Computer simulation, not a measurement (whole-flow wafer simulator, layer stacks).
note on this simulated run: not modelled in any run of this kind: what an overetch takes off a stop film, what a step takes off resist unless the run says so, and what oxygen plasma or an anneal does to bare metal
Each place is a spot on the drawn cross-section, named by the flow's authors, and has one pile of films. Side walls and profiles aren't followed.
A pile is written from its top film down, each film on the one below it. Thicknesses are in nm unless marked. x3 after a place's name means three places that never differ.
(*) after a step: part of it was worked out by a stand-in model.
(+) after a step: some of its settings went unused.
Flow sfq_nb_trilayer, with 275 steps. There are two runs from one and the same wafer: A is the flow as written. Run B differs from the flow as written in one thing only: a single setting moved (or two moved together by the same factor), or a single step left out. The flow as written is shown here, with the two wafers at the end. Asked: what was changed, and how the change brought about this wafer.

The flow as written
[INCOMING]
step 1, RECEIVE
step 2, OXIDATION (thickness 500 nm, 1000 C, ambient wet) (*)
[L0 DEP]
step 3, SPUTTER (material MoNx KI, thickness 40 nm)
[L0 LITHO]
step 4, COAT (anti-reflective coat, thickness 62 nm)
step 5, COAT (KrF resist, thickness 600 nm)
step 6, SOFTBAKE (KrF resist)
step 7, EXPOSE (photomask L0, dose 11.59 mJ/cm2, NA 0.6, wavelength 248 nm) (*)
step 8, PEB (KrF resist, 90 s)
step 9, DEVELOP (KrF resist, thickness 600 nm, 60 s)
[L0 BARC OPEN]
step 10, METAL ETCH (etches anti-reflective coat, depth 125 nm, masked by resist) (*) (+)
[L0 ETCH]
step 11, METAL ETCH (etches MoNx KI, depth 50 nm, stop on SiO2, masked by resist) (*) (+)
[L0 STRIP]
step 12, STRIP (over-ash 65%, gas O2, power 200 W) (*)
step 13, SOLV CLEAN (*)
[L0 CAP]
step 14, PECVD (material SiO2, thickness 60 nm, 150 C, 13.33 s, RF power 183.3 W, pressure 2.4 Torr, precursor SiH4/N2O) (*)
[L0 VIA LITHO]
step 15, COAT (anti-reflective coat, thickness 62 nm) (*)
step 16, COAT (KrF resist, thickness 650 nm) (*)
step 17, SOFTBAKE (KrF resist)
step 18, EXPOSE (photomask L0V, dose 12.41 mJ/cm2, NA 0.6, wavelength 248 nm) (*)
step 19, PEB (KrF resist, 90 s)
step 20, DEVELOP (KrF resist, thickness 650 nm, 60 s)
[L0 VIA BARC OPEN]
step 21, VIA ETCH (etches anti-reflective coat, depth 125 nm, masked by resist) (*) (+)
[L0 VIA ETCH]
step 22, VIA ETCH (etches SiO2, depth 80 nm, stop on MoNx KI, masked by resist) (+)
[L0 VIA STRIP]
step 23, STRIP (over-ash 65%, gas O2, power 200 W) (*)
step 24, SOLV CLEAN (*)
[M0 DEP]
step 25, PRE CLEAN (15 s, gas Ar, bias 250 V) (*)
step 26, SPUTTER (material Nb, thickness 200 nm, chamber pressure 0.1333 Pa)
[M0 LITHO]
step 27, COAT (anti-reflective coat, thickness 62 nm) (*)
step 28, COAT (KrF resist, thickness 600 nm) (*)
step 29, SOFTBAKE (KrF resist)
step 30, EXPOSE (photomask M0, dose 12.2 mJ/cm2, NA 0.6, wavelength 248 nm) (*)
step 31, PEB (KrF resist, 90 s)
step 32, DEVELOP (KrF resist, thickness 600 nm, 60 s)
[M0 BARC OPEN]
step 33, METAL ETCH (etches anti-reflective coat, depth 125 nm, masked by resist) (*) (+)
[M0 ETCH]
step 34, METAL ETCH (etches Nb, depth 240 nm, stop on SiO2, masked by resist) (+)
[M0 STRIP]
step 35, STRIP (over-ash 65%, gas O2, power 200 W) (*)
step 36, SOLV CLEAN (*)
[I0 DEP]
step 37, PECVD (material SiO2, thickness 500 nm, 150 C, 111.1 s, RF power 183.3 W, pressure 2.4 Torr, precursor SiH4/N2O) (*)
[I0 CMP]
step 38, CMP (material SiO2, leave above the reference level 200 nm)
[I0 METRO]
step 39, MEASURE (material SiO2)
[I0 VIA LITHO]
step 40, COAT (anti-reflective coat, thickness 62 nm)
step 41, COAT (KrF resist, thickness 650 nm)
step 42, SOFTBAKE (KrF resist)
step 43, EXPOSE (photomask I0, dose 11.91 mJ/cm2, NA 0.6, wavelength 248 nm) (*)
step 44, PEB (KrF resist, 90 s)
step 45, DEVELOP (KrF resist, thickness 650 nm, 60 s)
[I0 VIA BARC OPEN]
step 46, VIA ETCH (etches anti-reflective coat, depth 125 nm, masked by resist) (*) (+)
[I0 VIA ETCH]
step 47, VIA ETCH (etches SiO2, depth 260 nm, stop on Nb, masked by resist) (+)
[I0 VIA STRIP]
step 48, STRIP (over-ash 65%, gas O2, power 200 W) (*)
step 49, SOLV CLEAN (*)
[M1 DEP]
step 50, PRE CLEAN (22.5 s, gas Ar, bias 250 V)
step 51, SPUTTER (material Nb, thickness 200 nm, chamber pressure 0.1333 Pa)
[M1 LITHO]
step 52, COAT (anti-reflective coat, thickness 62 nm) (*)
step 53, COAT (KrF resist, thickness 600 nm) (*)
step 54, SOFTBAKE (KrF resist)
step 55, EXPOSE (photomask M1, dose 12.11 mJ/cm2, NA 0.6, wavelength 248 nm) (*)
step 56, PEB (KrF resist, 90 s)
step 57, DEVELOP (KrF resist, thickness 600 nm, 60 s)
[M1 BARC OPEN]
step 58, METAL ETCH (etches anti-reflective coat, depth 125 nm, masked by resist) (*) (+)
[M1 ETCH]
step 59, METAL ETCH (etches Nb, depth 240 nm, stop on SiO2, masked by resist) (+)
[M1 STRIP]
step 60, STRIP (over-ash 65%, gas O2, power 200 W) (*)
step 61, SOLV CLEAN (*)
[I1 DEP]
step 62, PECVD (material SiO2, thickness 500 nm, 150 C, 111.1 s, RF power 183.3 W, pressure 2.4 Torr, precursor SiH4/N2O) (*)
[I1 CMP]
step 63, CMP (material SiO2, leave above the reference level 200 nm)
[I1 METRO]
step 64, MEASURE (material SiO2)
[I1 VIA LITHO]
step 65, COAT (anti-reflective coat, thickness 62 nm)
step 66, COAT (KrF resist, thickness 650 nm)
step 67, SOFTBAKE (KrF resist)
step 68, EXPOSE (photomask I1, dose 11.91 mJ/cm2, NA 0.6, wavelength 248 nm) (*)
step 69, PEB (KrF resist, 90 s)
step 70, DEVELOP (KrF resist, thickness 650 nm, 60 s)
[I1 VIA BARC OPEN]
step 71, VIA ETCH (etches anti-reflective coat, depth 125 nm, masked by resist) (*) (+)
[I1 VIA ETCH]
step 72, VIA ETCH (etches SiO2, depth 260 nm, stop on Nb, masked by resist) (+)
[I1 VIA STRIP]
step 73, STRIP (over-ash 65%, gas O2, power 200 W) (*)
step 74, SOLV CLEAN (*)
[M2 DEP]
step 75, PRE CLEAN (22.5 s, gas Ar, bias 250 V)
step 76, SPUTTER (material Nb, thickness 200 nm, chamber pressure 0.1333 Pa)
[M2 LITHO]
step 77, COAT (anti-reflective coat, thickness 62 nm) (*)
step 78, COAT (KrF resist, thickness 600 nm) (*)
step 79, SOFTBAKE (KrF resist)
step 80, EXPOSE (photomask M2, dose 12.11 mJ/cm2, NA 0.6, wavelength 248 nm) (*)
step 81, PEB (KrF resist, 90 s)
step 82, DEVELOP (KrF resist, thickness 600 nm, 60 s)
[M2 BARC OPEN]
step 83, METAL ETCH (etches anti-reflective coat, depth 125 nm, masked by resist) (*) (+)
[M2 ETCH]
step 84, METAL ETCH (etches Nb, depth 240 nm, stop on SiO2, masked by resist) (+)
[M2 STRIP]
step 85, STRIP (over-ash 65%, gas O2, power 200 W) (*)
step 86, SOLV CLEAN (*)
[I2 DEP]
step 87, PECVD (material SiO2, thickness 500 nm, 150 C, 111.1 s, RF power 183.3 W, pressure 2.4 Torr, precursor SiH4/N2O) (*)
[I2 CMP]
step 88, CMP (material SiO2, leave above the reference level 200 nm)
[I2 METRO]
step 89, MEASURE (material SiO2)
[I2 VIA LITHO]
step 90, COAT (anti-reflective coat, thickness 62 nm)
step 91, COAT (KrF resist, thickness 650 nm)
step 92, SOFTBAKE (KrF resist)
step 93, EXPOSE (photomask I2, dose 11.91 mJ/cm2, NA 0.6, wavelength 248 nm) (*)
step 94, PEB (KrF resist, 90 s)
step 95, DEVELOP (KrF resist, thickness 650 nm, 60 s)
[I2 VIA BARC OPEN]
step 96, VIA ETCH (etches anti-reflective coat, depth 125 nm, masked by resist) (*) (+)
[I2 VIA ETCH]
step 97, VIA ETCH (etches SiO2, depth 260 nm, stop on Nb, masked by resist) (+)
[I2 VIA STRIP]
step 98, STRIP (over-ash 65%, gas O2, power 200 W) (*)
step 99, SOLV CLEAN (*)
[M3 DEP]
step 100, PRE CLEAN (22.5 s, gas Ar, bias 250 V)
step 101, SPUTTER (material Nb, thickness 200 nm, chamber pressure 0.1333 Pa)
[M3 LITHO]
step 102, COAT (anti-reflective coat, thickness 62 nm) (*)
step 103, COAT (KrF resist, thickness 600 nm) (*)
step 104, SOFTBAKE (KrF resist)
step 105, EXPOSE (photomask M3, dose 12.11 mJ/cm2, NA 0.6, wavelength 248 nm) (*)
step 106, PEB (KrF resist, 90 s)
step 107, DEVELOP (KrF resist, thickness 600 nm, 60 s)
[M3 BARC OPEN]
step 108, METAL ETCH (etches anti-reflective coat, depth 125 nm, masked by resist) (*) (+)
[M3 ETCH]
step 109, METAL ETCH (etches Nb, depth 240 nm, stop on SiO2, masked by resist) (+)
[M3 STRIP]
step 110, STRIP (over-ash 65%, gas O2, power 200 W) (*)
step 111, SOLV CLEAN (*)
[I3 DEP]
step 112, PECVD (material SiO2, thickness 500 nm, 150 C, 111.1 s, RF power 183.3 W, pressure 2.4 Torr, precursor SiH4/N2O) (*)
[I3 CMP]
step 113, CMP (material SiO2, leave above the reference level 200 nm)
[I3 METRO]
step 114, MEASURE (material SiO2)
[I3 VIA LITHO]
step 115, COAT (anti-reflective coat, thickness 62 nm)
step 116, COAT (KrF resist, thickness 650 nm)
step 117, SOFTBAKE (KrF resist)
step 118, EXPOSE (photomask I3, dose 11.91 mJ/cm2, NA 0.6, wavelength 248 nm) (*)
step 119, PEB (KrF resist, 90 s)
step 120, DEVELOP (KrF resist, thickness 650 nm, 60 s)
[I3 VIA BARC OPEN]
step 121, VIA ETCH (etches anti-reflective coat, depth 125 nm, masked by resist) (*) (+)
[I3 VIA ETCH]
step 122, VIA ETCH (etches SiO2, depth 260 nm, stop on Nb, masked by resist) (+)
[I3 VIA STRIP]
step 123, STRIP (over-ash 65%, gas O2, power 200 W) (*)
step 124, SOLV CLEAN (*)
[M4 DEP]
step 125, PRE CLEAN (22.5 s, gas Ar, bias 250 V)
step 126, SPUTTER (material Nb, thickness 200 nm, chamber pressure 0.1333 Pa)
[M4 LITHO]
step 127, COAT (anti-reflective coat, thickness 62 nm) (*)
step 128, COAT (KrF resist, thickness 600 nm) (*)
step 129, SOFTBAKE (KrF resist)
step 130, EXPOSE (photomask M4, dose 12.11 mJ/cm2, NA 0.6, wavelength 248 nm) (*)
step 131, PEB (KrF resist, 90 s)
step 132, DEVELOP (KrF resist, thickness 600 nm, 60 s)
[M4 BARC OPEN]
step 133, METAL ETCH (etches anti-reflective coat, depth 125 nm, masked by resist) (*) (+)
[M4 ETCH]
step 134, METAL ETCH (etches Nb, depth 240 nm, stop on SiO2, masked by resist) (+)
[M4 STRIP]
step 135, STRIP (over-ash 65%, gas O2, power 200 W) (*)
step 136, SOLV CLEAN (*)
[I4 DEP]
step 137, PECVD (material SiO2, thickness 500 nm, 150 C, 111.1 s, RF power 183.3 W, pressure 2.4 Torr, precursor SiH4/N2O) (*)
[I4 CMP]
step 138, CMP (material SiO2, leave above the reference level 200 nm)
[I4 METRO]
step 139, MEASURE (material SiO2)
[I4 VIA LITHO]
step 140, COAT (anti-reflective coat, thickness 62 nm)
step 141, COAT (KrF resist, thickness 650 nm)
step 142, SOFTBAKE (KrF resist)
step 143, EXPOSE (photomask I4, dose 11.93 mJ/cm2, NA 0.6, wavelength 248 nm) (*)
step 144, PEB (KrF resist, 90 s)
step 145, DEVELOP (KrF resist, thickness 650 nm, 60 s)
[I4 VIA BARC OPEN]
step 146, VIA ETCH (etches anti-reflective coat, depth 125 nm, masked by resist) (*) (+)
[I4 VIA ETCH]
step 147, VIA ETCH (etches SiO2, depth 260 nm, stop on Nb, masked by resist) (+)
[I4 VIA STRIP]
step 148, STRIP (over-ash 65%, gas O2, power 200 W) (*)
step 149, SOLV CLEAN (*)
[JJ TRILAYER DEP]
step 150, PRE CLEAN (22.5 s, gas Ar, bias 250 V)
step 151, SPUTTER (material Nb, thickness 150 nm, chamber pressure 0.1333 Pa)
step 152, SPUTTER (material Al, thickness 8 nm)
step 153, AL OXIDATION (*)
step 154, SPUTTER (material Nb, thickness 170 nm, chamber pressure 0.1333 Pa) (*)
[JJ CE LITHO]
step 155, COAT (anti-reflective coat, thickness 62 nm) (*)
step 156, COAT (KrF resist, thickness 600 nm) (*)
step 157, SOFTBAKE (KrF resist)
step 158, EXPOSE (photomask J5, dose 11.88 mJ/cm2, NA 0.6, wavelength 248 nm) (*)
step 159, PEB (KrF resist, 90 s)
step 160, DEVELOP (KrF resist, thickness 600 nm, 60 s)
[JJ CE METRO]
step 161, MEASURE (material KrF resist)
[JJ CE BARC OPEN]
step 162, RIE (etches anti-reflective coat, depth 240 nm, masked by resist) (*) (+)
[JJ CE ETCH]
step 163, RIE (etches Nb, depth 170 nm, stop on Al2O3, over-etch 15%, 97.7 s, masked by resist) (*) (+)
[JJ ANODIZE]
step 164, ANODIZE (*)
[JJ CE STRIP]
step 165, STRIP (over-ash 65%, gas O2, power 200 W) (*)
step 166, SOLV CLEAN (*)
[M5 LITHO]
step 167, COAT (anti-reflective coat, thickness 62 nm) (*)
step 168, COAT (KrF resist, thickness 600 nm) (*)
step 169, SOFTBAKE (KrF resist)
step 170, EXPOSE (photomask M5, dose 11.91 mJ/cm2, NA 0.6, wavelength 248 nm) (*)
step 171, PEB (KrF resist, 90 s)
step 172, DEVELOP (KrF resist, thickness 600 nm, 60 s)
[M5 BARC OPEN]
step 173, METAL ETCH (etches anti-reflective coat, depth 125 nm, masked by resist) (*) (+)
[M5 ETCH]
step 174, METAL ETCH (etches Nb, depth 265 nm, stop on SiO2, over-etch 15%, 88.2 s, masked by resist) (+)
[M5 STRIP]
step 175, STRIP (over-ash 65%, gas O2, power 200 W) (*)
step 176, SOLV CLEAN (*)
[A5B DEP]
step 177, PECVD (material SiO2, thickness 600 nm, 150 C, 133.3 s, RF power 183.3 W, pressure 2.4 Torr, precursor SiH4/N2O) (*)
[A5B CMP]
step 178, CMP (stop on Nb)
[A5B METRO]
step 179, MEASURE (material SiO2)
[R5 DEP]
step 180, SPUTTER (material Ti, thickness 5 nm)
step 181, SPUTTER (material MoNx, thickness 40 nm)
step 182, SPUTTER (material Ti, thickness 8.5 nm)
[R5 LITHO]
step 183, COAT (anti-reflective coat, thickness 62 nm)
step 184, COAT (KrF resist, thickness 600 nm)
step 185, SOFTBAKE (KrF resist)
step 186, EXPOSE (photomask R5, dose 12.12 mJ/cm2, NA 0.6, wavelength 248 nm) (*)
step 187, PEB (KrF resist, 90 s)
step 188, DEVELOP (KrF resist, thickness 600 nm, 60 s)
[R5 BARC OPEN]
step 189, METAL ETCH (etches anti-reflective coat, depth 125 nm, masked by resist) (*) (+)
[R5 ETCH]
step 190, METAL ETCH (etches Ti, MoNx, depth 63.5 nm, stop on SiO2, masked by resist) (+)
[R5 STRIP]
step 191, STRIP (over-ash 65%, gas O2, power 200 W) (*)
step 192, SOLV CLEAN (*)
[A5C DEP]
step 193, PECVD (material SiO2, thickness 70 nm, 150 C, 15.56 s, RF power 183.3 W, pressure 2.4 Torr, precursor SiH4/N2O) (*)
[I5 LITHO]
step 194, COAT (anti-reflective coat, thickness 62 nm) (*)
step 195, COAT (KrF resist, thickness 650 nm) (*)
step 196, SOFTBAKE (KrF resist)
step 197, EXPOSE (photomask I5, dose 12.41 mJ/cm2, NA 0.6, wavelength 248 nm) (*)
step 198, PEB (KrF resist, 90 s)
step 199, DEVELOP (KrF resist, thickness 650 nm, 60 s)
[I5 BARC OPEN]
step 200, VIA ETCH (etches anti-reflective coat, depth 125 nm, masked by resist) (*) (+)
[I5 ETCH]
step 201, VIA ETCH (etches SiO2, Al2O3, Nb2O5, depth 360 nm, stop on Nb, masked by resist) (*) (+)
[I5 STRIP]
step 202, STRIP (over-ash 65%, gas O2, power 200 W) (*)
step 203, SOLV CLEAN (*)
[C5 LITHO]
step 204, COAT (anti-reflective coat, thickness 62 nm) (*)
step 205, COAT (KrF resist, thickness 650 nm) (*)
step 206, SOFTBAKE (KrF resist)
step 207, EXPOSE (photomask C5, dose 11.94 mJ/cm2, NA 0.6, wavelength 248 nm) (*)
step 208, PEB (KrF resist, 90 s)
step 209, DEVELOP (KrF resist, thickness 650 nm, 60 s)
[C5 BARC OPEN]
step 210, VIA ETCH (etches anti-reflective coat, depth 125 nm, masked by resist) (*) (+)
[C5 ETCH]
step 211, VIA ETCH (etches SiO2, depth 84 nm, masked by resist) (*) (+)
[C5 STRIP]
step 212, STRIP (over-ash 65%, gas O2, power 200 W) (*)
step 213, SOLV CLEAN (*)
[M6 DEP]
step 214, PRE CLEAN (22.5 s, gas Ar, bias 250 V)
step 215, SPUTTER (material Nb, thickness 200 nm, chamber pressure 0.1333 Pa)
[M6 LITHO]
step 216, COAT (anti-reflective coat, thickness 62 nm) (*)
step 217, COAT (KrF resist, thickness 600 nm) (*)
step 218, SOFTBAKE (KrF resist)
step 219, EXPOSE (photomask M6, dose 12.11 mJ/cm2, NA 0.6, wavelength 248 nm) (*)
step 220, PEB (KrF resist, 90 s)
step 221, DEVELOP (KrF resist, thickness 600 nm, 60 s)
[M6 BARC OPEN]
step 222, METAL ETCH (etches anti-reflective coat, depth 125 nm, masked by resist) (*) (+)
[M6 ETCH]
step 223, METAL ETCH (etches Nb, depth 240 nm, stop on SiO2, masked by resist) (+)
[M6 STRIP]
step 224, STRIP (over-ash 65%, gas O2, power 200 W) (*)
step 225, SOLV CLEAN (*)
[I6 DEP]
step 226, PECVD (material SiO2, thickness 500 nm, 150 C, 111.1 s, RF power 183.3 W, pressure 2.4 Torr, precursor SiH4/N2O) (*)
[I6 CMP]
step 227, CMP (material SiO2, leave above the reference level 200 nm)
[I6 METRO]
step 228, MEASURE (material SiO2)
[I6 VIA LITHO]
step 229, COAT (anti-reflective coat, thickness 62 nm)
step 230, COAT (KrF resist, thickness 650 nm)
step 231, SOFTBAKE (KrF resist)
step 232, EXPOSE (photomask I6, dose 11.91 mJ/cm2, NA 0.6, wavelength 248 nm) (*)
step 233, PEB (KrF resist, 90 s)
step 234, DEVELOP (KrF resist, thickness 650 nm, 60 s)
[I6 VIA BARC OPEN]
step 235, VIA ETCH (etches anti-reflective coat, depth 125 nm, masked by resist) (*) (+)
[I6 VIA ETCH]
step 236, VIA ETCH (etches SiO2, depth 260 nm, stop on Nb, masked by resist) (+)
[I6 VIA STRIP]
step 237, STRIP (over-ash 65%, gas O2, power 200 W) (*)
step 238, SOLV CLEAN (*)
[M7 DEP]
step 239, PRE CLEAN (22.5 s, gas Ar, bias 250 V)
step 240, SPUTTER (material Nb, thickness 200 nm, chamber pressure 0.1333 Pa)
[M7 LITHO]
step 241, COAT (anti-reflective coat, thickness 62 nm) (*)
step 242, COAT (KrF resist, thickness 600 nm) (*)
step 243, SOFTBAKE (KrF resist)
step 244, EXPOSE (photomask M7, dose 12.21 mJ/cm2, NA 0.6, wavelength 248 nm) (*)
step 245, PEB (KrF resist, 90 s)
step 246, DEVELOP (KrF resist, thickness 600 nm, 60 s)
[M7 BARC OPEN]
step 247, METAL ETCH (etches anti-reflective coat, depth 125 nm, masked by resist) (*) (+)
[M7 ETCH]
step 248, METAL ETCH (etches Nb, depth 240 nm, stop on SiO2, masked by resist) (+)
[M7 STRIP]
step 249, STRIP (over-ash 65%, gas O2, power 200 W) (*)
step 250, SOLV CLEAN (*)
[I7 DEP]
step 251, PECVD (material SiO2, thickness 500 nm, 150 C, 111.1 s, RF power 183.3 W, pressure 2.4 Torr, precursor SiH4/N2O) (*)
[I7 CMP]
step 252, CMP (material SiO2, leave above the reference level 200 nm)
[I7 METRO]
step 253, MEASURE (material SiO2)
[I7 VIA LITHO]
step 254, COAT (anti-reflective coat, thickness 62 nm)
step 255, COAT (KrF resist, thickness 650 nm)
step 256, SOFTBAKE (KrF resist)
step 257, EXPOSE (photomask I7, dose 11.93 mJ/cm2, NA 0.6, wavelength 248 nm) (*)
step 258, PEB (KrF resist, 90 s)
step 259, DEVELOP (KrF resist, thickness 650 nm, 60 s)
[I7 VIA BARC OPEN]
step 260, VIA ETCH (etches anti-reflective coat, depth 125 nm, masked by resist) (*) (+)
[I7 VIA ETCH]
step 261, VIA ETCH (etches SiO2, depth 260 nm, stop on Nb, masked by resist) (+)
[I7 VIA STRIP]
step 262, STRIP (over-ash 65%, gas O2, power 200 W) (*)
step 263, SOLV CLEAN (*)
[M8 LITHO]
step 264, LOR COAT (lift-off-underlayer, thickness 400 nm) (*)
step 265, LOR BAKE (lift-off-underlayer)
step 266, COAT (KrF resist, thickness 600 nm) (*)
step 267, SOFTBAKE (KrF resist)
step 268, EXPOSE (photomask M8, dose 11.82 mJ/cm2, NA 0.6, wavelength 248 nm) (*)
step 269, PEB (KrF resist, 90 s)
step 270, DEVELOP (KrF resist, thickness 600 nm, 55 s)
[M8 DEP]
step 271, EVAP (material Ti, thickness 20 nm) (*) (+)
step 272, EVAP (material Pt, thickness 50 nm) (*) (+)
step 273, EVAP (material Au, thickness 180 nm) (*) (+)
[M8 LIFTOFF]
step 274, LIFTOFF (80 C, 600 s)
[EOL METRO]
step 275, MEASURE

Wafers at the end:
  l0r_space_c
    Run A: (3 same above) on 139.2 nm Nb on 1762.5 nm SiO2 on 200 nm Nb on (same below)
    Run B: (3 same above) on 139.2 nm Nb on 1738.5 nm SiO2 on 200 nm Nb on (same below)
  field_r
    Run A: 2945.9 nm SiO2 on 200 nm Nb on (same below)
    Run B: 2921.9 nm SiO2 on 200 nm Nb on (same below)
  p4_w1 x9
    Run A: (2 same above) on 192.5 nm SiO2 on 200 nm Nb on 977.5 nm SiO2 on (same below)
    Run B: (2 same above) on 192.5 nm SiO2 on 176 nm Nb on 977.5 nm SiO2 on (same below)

The reason: step 101, SPUTTER: thickness 176 nm was run, while the flow as written has thickness 200 nm.
One can read it off the wafer: p4_w1 x9 has Nb 176, and step 101 as written asks for 200 nm.

Step by step, how the change led to this:
  step 101, SPUTTER (material Nb, thickness 200 nm, chamber pressure 0.1333 Pa)
      field_l, v_sur, via_wl and 102 more: A Nb gains 200 (new film) | B Nb gains 176 (new film)
      via_w: A Nb gains 165.5 | B Nb gains 145.5
  step 102, COAT (anti-reflective coat, thickness 62 nm) (*)
      via_wl, via_wr: A anti-reflective coat gains 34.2 (new film) | B anti-reflective coat gains 33.3 (new film)
  step 109, METAL ETCH (etches Nb, depth 240 nm, stop on SiO2, masked by resist) (+)
      field_l, be, be_sur and 72 more: A Nb loses 200 (all of it) | B Nb loses 176 (all of it)
  step 110, STRIP (over-ash 65%, gas O2, power 200 W) (*)
      via_wl: A KrF resist loses 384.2 (all of it), anti-reflective coat loses 34.2 (all of it) | B KrF resist loses 385.2 (all of it), anti-reflective coat loses 33.3 (all of it)
      via_wr: A KrF resist loses 384.2 (all of it), anti-reflective coat loses 34.2 (all of it) | B KrF resist loses 385.3 (all of it), anti-reflective coat loses 33.3 (all of it)
  step 112, PECVD (material SiO2, thickness 500 nm, 150 C, 111.1 s, RF power 183.3 W, pressure 2.4 Torr, precursor SiH4/N2O) (*)
      p4_g1 x2, p3_s0 x6: A SiO2 gains 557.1 | B SiO2 gains 533.1
  step 113, CMP (material SiO2, leave above the reference level 200 nm)
      field_l, be, be_sur and 64 more: A SiO2 loses 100 | B SiO2 loses 124
